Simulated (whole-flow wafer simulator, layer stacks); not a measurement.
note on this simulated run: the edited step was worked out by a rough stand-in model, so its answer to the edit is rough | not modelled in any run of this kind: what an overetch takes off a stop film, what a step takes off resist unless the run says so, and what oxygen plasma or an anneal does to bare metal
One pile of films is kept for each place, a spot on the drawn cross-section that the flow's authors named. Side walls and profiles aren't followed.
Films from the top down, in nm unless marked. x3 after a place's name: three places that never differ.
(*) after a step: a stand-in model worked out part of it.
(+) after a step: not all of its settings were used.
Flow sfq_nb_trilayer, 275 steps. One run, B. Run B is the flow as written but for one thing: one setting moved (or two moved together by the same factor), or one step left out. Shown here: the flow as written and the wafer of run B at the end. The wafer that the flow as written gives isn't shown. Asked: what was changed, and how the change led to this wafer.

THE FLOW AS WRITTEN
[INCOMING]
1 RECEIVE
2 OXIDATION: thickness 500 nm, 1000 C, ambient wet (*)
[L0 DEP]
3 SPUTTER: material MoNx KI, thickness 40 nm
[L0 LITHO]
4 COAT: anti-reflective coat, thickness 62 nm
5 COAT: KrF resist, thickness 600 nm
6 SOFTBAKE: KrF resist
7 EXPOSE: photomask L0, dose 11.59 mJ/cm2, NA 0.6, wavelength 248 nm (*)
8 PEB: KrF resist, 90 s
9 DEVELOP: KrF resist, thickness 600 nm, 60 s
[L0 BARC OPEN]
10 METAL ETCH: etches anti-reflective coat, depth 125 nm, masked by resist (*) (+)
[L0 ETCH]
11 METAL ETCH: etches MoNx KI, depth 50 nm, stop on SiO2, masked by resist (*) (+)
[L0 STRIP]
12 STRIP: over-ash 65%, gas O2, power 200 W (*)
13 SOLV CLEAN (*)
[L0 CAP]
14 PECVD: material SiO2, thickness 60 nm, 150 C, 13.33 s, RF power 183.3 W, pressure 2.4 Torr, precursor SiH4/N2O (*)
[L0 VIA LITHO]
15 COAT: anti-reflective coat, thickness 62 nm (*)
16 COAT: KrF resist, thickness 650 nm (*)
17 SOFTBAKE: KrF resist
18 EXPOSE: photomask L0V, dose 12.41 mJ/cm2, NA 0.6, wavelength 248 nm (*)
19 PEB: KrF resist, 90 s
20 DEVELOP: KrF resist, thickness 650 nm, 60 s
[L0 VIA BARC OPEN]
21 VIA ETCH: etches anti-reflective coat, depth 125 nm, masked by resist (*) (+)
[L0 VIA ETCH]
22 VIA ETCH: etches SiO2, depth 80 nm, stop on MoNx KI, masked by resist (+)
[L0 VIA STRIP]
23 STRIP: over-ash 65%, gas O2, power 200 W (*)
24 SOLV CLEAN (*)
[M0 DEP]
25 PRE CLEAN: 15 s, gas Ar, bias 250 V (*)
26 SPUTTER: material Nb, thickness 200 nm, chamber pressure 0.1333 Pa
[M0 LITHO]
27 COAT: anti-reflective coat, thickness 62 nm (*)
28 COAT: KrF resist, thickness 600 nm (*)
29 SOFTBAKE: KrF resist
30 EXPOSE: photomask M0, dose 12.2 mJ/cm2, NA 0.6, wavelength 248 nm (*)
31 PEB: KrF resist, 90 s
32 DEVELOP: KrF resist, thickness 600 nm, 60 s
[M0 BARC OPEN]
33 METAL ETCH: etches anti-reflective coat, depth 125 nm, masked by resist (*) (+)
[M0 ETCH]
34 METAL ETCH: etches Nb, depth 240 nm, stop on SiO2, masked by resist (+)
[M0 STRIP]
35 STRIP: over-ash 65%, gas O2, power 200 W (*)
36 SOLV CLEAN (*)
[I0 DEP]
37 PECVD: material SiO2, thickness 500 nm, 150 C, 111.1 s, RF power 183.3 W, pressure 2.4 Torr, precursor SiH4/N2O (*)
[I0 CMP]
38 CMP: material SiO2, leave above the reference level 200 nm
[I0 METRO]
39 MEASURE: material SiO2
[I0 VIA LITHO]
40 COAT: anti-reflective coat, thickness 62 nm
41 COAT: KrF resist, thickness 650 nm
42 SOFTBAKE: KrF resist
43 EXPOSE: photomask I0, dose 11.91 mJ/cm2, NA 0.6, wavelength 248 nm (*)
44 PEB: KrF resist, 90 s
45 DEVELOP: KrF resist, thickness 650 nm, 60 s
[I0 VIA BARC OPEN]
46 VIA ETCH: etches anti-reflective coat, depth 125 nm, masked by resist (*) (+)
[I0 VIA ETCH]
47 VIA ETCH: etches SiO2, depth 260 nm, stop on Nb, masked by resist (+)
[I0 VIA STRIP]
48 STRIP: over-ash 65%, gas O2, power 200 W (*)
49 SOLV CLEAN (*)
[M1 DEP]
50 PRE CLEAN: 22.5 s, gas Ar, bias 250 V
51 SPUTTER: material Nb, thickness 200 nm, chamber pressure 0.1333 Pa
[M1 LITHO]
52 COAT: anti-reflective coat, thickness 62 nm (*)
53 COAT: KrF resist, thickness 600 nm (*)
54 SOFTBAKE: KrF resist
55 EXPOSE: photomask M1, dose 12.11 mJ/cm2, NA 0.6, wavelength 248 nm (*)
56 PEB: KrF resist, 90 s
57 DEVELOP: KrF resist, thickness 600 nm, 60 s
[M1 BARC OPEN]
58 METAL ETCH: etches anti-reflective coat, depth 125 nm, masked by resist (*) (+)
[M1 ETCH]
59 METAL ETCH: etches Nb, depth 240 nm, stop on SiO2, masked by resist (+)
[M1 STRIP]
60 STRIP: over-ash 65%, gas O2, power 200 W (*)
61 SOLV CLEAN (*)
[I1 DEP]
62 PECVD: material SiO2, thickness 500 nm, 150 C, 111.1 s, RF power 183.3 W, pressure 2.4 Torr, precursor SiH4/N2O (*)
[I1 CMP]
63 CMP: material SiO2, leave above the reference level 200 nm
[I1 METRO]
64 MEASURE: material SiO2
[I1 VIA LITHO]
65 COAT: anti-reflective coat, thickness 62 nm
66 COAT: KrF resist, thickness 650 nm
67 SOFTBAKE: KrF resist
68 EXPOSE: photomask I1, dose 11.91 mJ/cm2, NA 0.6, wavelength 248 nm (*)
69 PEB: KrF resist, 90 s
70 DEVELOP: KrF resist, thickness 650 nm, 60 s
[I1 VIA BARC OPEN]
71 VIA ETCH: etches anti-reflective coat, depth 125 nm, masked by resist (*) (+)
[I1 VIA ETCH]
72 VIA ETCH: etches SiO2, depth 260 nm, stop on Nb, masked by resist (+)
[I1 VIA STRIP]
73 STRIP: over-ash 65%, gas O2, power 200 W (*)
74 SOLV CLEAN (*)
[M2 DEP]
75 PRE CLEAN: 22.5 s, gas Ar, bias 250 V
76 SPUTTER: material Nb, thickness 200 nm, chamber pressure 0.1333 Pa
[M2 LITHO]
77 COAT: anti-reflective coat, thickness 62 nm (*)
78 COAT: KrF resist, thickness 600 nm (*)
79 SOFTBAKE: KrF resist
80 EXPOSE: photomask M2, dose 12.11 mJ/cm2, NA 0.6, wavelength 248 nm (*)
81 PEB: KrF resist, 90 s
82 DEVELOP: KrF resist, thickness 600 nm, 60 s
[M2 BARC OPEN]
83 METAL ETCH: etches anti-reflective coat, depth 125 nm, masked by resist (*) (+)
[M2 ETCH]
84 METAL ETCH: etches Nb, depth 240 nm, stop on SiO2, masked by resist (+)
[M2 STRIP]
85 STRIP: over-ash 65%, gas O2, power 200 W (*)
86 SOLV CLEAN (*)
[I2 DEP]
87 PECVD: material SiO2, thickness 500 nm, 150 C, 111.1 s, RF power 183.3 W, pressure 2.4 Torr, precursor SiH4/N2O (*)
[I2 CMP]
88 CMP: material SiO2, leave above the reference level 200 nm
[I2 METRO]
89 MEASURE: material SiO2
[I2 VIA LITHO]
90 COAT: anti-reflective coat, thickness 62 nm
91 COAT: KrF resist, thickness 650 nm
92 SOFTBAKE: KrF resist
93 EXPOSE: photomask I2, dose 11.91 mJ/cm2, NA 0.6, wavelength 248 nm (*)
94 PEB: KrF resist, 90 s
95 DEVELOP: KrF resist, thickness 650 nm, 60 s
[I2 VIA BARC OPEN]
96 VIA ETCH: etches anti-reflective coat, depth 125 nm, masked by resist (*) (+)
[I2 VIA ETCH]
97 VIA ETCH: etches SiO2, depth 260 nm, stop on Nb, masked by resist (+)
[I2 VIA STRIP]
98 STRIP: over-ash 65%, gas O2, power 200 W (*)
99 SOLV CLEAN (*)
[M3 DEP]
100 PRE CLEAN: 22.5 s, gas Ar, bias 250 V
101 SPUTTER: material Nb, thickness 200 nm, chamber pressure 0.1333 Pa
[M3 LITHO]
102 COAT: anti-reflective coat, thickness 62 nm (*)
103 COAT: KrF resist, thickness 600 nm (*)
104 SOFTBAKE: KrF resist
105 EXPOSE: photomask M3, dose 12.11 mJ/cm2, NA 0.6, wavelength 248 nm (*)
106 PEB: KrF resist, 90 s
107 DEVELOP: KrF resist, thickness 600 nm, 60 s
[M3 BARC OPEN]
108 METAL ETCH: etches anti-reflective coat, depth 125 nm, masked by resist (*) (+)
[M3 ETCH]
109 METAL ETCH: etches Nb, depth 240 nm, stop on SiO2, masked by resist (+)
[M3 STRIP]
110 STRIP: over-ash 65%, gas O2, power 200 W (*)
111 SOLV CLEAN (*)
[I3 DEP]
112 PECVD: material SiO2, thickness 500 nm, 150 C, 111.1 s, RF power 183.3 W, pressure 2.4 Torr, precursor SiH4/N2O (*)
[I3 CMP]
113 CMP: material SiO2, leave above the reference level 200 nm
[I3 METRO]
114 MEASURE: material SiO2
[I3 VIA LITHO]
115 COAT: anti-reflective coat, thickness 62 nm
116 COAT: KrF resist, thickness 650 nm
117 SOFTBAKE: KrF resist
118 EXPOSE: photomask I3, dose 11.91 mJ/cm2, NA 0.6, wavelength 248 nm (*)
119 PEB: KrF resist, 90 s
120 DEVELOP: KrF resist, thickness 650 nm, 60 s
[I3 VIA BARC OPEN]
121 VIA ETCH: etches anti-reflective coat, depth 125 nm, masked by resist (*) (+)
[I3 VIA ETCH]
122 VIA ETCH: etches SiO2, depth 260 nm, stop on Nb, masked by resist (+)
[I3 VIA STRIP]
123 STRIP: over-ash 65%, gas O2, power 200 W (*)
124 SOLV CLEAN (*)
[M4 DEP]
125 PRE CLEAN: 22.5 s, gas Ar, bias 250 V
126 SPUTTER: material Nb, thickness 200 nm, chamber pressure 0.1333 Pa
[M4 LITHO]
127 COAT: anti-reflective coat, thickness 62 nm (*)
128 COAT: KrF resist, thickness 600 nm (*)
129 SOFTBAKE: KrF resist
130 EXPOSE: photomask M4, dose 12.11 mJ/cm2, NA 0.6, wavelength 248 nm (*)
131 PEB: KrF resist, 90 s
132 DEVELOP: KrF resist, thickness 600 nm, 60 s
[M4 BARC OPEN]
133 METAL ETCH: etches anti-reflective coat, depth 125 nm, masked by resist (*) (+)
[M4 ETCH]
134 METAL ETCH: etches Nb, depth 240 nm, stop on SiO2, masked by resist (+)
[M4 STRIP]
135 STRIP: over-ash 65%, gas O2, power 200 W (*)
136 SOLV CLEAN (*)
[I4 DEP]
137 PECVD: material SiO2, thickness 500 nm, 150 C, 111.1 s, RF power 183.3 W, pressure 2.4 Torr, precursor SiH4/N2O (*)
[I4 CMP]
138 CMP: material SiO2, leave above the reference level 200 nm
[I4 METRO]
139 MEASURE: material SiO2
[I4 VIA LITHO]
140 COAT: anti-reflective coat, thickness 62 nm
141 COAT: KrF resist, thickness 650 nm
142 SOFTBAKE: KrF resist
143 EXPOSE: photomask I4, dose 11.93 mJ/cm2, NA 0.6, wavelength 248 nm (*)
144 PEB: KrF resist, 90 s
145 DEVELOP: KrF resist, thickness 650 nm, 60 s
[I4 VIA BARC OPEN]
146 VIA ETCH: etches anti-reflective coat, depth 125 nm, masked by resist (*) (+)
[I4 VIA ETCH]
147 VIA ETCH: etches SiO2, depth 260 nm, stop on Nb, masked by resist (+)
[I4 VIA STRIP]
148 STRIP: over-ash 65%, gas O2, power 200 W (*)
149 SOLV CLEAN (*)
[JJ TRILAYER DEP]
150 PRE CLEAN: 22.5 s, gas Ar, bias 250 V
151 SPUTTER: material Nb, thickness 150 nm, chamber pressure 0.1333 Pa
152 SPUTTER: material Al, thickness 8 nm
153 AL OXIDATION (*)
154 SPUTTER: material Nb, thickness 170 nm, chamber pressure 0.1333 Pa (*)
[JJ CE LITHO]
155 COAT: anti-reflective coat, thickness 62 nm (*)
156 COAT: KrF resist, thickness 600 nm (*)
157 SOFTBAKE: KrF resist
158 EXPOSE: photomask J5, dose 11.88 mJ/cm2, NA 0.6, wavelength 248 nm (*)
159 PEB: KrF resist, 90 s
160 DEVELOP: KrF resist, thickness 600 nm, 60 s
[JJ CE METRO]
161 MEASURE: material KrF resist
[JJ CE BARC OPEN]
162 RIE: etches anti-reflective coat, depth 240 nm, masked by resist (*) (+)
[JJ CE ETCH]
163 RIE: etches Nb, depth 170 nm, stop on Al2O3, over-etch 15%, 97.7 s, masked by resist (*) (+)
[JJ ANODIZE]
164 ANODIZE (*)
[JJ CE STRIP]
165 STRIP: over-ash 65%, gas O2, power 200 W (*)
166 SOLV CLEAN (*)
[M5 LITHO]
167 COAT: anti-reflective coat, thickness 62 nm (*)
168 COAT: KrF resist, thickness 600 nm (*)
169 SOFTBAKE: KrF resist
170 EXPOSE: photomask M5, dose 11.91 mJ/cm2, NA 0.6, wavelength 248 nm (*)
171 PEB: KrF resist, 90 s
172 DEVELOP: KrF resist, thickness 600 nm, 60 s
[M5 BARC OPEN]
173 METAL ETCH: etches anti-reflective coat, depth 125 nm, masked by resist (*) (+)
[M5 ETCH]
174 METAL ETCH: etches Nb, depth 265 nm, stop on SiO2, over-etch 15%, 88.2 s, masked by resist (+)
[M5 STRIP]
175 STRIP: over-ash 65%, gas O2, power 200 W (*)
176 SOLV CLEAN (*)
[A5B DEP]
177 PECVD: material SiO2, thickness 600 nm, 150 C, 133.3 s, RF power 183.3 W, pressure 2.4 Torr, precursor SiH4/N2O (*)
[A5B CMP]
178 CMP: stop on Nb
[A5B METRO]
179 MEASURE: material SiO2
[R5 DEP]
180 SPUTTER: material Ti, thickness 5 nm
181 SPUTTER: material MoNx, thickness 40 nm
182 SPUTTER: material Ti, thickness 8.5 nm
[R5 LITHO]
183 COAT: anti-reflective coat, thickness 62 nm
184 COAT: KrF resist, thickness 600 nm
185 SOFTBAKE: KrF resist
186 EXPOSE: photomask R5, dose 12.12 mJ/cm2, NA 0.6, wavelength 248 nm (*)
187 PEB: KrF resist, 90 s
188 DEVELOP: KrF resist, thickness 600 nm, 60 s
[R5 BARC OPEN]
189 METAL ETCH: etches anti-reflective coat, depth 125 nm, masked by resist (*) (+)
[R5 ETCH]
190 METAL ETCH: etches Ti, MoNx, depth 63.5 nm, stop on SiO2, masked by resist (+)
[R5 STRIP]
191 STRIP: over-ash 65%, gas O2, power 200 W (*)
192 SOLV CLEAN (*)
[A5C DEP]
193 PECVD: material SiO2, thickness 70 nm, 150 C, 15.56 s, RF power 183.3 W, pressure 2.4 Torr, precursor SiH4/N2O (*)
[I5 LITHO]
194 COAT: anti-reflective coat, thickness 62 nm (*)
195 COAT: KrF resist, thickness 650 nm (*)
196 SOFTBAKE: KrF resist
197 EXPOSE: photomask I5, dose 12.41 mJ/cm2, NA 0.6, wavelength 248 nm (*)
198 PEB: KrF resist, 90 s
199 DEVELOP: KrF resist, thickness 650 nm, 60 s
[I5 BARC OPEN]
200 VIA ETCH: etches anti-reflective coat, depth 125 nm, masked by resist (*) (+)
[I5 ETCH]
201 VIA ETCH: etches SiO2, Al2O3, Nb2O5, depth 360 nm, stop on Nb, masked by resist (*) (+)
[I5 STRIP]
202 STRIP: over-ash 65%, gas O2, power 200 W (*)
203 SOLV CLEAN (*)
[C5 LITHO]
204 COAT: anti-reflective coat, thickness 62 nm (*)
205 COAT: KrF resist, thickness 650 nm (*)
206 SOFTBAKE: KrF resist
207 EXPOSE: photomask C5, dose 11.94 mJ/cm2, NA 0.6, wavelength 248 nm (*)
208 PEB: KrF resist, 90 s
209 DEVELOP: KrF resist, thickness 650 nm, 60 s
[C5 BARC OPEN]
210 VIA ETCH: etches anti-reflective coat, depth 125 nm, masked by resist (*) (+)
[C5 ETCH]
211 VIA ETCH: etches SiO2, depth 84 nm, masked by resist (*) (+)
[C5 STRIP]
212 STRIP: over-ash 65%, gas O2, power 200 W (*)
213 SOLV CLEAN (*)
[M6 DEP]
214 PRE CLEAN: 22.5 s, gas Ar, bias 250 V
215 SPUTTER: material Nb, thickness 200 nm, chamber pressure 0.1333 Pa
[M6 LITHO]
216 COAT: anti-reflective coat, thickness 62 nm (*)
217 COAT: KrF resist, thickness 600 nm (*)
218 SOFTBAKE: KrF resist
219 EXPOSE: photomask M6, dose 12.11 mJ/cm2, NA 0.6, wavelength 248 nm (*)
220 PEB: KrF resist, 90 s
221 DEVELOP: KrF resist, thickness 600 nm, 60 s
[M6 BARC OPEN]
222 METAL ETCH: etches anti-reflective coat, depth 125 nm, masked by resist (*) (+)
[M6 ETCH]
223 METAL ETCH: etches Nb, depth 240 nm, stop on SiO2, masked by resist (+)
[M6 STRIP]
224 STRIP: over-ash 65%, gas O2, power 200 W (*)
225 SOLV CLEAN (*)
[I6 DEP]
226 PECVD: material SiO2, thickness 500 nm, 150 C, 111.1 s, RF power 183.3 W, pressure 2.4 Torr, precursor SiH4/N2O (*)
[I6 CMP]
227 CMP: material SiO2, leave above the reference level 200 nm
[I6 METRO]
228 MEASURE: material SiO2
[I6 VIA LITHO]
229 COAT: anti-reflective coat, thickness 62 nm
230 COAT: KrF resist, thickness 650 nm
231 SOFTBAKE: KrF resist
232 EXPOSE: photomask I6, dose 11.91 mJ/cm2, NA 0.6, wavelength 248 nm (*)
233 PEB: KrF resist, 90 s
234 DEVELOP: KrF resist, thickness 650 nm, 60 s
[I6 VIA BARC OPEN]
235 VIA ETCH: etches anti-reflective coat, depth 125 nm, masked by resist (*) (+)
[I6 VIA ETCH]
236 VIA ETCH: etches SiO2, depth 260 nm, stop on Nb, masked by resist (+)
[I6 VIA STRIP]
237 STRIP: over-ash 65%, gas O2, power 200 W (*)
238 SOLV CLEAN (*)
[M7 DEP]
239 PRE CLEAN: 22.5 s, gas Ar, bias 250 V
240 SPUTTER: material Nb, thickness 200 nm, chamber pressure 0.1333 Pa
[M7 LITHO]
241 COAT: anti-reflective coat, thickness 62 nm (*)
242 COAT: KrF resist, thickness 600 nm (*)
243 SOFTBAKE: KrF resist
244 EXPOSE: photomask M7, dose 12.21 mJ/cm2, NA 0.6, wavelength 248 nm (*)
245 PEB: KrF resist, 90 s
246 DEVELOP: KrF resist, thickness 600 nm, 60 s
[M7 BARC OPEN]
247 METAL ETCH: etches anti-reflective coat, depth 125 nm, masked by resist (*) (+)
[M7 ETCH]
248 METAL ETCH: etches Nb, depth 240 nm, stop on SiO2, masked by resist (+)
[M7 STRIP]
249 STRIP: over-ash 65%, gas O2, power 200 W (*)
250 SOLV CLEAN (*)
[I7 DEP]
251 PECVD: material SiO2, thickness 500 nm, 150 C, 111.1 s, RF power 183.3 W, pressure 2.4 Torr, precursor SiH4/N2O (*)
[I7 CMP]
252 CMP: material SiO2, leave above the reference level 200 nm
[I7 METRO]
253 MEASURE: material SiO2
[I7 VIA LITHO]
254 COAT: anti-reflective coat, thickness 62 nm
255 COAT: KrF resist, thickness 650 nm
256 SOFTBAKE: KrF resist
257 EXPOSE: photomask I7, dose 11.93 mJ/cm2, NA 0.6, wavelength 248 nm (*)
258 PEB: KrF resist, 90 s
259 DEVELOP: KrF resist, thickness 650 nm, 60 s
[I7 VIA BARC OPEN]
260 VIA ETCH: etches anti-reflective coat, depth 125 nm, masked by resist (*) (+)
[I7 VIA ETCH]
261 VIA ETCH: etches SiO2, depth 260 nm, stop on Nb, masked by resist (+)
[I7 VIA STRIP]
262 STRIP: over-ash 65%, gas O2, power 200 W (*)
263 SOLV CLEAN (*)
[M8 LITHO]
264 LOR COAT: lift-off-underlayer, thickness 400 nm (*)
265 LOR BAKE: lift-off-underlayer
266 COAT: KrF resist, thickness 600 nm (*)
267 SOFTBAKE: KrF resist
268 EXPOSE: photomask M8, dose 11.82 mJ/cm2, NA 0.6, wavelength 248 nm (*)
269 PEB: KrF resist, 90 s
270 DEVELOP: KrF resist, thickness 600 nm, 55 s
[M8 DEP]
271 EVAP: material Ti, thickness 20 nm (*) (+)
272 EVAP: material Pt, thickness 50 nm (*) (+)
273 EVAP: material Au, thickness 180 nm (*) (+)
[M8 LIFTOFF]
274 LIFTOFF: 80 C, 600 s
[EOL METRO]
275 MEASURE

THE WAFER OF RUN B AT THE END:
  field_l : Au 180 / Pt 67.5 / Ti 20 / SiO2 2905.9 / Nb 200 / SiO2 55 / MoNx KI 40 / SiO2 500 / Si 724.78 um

The cause: step 272, EVAP: thickness 67.5 nm was run, where the flow has thickness 50 nm.
It can be read off the wafer: field_l has Pt 67.5, and step 272 as written asks for 50 nm.

How the change led to this, step by step:
  272 EVAP: material Pt, thickness 50 nm (*) (+)
      field_l, v_sur, via_wl and 103 more: Pt +67.5 (new film) (as written it would be: Pt +50 (new film))
  274 LIFTOFF: 80 C, 600 s
      p4_fl x3, p4_w1 x9, p4_g1 x2 and 60 more: Au -180 (all of it), Pt -67.5 (all of it), Ti -20 (all of it), KrF resist -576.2 (all of it), lift-off-underlayer -400 (all of it) (as written it would be: Au -180 (all of it), Pt -50 (all of it), Ti -20 (all of it), KrF resist -576.2 (all of it), lift-off-underlayer -400 (all of it))
      c5j, ce_r: Au -180 (all of it), Pt -67.5 (all of it), Ti -20 (all of it), KrF resist -573.3 (all of it), lift-off-underlayer -399.3 (all of it) (as written it would be: Au -180 (all of it), Pt -50 (all of it), Ti -20 (all of it), KrF resist -573.3 (all of it), lift-off-underlayer -399.3 (all of it))
      (and at 19 more places)
